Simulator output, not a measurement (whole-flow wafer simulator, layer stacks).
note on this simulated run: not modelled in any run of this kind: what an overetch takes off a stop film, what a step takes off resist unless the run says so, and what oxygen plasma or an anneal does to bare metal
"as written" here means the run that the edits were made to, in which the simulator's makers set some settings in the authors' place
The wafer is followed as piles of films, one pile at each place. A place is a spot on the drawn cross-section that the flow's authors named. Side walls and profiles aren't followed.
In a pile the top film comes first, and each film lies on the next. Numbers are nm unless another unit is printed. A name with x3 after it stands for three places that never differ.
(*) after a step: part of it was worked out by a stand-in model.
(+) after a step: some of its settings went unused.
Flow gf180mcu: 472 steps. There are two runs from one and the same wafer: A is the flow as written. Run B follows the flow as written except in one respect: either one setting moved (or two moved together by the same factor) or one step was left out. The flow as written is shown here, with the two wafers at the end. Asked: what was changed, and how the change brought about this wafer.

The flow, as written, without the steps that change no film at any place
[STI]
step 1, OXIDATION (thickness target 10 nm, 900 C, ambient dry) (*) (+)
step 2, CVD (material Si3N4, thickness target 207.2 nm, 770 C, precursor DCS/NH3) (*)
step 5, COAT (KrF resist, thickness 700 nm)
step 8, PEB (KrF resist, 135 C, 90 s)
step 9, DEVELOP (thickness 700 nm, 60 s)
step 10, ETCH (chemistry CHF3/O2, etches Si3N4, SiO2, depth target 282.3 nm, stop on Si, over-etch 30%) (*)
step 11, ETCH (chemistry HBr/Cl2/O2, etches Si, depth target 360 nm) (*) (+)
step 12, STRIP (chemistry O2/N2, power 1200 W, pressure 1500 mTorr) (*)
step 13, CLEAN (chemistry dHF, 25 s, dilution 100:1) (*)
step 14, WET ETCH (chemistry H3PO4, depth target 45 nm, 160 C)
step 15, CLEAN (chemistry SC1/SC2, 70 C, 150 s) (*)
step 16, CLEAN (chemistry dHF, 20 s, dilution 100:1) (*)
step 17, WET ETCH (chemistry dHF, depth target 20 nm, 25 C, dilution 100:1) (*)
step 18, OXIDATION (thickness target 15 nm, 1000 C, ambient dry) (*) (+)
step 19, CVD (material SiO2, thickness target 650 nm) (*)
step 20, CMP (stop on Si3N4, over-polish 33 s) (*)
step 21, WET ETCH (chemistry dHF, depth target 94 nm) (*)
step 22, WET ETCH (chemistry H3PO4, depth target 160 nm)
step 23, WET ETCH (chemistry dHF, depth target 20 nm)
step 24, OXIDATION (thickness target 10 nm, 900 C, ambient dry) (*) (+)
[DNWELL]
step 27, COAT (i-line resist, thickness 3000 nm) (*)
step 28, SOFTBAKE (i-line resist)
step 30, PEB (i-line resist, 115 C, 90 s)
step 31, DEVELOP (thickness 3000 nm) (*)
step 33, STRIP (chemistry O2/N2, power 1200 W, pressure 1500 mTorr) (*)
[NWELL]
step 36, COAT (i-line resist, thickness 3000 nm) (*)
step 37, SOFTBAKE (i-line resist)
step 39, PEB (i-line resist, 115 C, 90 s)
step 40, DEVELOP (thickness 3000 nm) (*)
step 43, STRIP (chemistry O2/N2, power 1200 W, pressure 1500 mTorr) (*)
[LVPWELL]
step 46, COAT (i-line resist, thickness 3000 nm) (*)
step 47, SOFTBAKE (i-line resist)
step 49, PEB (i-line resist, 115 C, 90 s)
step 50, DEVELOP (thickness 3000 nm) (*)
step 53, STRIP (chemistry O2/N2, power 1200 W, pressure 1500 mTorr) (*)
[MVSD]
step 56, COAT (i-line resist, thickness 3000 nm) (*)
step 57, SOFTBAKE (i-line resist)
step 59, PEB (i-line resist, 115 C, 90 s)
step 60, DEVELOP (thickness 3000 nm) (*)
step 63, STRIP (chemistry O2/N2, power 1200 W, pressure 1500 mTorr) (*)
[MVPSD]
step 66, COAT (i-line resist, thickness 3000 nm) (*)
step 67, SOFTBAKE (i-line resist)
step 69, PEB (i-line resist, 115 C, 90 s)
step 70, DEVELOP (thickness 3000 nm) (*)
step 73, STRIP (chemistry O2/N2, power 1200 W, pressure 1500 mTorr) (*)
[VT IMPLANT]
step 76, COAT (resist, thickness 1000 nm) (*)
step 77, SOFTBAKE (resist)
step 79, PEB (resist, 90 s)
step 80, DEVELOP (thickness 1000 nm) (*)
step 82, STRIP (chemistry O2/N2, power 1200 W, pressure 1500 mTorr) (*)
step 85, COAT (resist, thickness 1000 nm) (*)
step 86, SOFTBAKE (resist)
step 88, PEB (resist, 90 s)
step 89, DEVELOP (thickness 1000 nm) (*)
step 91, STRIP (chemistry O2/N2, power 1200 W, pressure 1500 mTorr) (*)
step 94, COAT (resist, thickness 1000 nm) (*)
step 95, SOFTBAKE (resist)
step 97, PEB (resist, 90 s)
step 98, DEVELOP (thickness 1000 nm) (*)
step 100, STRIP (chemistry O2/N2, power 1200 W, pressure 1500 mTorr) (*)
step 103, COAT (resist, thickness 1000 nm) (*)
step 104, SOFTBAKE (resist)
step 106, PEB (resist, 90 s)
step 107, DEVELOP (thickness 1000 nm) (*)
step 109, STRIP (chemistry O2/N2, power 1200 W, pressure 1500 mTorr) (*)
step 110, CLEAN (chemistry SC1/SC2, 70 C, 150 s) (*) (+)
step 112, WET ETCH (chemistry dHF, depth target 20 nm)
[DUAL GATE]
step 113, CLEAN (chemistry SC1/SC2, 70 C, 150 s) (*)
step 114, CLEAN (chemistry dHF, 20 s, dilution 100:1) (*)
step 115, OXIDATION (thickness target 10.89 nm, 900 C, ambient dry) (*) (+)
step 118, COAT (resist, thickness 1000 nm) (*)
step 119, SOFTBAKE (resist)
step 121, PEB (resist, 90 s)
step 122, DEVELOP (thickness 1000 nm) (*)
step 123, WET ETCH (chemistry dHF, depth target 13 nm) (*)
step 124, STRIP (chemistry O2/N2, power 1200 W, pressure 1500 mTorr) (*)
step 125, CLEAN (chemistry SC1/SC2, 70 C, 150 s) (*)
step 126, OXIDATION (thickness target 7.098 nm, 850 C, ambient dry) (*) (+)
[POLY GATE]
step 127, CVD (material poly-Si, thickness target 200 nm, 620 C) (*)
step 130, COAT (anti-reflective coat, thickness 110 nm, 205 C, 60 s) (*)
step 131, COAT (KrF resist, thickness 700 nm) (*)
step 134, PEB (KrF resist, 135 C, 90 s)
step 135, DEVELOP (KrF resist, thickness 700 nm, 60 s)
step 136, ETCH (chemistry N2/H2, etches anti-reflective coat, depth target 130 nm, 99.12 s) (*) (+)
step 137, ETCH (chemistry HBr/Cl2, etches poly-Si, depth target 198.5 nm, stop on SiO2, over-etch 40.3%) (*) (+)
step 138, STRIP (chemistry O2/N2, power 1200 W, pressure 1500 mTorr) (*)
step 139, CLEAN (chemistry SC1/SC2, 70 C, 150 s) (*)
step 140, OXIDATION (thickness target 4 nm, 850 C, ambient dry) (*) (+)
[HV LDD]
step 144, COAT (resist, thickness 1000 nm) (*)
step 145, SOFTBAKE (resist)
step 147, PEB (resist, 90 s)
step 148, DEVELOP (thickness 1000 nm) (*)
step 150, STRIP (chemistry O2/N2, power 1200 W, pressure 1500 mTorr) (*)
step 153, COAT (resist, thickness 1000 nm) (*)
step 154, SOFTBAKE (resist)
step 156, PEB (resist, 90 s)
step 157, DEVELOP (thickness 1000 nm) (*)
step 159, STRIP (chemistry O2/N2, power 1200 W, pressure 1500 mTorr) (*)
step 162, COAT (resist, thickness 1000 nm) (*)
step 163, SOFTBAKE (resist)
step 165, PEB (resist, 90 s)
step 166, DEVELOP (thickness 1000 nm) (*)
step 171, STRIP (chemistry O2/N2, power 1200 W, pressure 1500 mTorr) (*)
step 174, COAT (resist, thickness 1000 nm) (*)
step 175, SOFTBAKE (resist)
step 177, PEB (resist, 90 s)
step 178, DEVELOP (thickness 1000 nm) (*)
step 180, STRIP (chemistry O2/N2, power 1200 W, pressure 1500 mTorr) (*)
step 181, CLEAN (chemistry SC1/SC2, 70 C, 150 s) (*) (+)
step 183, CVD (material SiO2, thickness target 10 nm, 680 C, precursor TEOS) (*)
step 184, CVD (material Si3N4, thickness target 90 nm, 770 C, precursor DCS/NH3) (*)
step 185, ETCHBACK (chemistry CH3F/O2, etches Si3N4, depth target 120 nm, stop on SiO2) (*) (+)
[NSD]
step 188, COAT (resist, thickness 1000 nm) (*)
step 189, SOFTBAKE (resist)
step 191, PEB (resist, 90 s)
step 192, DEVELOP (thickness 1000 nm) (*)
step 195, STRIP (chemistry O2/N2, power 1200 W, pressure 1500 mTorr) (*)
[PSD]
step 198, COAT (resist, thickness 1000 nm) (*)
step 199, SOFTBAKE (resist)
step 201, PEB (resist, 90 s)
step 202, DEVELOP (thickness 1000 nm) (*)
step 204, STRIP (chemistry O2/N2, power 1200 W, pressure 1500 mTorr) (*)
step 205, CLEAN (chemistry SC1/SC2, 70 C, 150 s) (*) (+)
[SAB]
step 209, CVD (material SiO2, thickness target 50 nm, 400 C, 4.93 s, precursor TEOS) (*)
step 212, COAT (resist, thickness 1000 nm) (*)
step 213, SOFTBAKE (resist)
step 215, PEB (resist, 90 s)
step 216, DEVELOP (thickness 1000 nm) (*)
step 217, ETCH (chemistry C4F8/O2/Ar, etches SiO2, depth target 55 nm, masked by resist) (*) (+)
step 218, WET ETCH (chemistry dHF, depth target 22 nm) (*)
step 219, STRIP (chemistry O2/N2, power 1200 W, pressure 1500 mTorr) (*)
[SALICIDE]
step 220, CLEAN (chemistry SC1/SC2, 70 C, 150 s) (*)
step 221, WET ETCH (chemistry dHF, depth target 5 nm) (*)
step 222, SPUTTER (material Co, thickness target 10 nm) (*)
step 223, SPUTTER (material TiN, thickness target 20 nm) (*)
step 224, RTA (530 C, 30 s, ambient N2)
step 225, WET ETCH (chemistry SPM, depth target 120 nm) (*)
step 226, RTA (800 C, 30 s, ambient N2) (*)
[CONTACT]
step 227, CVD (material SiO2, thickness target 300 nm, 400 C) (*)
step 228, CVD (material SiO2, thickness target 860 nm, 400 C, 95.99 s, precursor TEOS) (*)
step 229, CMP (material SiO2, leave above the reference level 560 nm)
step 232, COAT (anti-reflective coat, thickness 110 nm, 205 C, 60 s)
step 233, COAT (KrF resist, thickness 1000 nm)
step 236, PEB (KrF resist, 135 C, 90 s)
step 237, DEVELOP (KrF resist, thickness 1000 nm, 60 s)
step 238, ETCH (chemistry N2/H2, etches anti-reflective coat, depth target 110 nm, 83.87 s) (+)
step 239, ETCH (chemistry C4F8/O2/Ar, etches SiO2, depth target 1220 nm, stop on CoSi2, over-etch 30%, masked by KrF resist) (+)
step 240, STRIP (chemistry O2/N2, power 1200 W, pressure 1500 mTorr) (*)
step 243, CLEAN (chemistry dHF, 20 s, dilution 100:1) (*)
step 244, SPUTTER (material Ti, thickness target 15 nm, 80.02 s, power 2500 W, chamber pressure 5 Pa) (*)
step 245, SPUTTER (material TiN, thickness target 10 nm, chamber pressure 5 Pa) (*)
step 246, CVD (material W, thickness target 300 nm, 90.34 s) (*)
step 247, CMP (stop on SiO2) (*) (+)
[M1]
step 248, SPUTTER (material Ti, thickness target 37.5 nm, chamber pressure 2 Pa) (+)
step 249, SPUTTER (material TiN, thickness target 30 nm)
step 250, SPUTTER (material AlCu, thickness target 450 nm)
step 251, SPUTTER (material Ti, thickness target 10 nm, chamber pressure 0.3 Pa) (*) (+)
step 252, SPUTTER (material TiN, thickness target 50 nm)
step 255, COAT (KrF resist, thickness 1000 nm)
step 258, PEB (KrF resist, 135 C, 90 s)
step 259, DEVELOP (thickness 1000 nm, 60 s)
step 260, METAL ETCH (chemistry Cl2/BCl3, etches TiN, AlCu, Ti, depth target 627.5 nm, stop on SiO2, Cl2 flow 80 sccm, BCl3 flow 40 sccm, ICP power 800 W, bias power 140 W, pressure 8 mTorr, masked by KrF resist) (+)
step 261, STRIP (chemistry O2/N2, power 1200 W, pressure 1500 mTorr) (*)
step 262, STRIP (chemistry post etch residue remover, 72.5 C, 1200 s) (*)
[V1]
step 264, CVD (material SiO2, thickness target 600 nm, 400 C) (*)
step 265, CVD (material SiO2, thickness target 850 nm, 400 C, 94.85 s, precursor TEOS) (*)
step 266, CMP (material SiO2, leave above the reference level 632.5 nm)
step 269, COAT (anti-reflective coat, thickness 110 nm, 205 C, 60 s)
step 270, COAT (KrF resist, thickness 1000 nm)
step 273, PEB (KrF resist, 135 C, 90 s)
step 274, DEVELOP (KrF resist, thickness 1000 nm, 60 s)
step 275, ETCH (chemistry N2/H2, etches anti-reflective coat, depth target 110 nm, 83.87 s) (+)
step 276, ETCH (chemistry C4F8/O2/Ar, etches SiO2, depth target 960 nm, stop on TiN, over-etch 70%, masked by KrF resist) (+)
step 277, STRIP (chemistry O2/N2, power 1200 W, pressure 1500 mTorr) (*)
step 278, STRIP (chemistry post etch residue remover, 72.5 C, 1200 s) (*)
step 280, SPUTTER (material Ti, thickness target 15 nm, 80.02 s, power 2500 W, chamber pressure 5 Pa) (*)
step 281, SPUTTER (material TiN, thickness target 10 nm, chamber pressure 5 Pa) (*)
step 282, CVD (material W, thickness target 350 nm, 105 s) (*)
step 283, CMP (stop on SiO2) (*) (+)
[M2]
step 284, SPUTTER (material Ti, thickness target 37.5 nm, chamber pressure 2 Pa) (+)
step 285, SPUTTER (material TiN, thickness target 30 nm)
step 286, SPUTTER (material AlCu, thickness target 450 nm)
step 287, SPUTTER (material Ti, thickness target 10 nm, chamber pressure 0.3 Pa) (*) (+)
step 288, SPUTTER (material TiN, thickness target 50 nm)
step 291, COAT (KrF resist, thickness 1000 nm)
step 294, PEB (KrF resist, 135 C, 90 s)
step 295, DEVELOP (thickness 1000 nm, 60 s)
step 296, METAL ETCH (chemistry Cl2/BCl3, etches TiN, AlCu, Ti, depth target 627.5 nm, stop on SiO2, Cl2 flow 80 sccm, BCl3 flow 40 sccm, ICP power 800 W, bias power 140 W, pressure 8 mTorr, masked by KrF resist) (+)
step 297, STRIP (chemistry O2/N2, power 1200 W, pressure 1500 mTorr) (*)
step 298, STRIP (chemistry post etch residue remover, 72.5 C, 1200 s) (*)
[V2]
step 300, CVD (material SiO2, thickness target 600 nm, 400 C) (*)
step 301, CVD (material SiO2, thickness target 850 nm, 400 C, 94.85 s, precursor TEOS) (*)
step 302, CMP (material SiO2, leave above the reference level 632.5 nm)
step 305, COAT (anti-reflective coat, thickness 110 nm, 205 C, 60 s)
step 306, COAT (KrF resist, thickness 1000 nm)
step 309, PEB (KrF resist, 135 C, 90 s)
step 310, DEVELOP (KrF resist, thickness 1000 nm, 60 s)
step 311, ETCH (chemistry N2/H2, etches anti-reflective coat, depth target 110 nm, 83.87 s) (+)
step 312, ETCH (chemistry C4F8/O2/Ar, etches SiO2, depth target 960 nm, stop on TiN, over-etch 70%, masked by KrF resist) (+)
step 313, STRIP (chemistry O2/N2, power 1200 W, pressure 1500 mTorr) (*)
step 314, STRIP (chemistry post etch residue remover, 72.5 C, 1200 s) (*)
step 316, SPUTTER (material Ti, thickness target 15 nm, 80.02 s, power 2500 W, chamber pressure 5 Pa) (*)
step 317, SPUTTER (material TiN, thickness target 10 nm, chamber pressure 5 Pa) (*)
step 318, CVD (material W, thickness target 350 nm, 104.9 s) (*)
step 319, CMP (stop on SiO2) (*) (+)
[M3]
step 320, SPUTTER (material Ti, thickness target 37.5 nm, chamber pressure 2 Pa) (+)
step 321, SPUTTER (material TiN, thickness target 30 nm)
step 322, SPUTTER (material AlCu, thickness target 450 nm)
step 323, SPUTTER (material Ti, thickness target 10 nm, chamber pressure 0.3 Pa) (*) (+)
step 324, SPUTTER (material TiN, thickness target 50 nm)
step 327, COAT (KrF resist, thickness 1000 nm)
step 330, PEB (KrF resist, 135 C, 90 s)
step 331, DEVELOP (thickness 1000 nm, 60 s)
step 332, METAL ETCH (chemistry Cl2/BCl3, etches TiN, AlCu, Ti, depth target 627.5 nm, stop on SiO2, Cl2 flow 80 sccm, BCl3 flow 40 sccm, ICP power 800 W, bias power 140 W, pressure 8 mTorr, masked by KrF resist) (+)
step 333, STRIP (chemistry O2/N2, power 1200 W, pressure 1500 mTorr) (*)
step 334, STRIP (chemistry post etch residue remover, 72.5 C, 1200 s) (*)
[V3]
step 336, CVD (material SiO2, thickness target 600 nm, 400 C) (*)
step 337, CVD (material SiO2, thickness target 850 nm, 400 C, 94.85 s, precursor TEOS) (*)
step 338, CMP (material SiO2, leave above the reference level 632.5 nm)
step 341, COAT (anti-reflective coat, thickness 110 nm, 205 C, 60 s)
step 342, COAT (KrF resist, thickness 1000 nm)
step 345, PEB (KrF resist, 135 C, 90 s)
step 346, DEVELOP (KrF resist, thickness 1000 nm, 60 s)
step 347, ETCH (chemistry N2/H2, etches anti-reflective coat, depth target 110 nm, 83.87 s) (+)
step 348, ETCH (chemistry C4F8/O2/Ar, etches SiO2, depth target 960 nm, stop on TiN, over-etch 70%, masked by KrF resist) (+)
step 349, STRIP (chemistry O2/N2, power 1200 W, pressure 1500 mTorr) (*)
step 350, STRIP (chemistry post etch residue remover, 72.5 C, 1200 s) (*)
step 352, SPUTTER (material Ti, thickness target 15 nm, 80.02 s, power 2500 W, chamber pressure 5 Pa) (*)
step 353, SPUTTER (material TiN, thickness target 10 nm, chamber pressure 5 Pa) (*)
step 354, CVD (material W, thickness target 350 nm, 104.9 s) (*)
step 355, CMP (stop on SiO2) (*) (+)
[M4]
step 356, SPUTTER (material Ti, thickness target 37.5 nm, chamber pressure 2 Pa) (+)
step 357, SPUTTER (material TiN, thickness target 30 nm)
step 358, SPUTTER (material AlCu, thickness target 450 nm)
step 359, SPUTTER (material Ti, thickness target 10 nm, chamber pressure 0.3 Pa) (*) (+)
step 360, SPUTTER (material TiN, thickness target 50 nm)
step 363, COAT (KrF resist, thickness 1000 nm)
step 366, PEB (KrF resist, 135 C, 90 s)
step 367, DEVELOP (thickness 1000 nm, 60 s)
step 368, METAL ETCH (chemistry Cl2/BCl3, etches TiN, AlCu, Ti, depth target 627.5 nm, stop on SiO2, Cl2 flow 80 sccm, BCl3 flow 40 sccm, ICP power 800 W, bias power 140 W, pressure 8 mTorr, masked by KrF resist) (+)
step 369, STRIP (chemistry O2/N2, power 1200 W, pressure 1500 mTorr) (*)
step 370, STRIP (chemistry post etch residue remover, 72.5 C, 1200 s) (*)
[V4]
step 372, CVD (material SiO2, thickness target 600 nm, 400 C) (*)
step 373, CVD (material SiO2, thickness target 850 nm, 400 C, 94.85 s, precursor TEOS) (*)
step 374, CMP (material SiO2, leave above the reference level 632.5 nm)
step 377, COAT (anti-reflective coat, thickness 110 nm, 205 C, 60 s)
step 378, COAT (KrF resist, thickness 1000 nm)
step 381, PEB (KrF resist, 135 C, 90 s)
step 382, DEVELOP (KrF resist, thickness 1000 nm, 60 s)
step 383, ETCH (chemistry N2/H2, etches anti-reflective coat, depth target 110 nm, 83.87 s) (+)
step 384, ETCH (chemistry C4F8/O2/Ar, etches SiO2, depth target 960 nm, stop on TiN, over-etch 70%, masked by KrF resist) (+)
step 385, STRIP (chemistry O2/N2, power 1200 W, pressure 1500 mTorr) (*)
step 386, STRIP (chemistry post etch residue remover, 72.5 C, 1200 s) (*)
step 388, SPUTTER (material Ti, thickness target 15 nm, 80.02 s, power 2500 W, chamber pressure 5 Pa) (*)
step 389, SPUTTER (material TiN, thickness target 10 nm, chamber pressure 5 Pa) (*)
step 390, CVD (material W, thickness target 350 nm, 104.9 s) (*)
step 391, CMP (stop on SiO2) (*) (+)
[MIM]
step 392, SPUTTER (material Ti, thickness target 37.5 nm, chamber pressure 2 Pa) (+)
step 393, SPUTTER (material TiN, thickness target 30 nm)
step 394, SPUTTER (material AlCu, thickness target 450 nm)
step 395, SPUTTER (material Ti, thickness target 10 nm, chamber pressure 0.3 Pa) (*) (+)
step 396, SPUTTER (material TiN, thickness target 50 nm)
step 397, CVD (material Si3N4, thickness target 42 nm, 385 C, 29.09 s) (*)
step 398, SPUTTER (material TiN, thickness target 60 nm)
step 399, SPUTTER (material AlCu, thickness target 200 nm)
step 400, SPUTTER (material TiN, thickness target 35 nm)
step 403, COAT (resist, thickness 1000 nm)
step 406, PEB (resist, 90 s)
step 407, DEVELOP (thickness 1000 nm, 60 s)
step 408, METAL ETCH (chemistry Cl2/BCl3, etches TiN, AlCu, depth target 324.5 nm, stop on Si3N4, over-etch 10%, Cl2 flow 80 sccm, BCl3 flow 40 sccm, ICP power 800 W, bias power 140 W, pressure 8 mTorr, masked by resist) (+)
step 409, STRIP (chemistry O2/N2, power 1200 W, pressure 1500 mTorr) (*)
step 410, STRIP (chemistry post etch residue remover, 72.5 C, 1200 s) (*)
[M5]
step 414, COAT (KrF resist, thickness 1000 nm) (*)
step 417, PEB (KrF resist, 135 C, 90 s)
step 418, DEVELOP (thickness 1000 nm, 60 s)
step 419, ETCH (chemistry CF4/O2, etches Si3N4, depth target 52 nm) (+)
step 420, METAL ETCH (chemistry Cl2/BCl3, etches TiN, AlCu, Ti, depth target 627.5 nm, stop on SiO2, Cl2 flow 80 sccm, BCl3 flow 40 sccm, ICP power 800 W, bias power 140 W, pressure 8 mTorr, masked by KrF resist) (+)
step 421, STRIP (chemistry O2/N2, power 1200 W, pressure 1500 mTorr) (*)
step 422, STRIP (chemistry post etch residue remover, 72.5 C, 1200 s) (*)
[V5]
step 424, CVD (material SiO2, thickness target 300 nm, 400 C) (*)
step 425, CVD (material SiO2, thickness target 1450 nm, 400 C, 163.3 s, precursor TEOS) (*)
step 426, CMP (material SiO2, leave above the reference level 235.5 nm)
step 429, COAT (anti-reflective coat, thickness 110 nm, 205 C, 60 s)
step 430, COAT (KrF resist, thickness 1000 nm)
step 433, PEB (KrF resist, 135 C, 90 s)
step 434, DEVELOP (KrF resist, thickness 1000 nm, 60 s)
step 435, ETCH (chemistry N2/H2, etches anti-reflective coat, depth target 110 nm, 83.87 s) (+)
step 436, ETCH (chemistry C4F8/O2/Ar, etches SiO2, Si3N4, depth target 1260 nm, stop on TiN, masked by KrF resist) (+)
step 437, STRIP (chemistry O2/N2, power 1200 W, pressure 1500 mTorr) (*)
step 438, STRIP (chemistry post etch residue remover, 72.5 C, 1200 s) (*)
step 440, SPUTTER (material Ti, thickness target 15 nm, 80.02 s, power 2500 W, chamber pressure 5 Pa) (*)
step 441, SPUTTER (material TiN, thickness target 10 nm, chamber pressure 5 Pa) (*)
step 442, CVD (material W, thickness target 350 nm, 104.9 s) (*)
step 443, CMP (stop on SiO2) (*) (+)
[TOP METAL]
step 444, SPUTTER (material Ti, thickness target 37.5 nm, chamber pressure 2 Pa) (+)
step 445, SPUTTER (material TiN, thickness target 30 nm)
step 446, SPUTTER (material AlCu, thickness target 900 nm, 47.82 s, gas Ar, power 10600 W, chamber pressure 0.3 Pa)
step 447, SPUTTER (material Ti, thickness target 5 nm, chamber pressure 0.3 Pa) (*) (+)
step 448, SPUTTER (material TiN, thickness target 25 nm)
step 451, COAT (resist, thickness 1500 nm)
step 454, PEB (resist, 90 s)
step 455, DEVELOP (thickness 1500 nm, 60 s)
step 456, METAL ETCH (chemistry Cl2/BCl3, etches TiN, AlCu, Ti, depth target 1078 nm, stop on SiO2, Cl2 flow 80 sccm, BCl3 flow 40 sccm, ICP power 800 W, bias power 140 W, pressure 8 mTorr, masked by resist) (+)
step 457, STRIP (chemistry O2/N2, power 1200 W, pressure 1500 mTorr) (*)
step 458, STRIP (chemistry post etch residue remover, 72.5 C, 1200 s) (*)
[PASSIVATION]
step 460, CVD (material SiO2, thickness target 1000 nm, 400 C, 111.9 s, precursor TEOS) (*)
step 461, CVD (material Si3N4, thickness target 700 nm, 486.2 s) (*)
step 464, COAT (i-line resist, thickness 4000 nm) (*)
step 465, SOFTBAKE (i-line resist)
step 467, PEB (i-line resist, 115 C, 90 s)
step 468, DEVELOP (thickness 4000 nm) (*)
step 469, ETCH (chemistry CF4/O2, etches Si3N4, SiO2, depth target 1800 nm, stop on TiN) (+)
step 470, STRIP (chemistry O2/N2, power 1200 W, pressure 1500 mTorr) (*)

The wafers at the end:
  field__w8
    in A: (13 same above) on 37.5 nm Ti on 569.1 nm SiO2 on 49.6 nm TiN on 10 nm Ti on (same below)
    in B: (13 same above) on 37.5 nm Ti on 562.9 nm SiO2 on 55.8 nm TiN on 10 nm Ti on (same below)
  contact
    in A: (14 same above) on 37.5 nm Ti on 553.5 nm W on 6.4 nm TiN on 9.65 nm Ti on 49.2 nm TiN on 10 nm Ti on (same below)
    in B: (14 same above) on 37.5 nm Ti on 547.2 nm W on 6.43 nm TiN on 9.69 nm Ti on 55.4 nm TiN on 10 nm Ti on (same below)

Cause: step 360, SPUTTER: thickness target 56.25 nm was run, though the flow has thickness target 50 nm.

Step by step, how the change led to this:
  step 360, SPUTTER (material TiN, thickness target 50 nm)
      field, field__w1, field__w2 and 108 more: A TiN gains 50 (new film) | B TiN gains 56.2 (new film)
  step 368, METAL ETCH (chemistry Cl2/BCl3, etches TiN, AlCu, Ti, depth target 627.5 nm, stop on SiO2, Cl2 flow 80 sccm, BCl3 flow 40 sccm, ICP power 800 W, bias power 140 W, pressure 8 mTorr, masked by KrF resist) (+)
      field, field__w1, field__w2 and 103 more: A TiN loses 50 (all of it), Ti loses 10 (all of it), AlCu loses 450 (all of it), TiN loses 30 (all of it), Ti loses 37.5 (all of it) | B TiN loses 56.2 (all of it), Ti loses 10 (all of it), AlCu loses 450 (all of it), TiN loses 30 (all of it), Ti loses 37.5 (all of it)
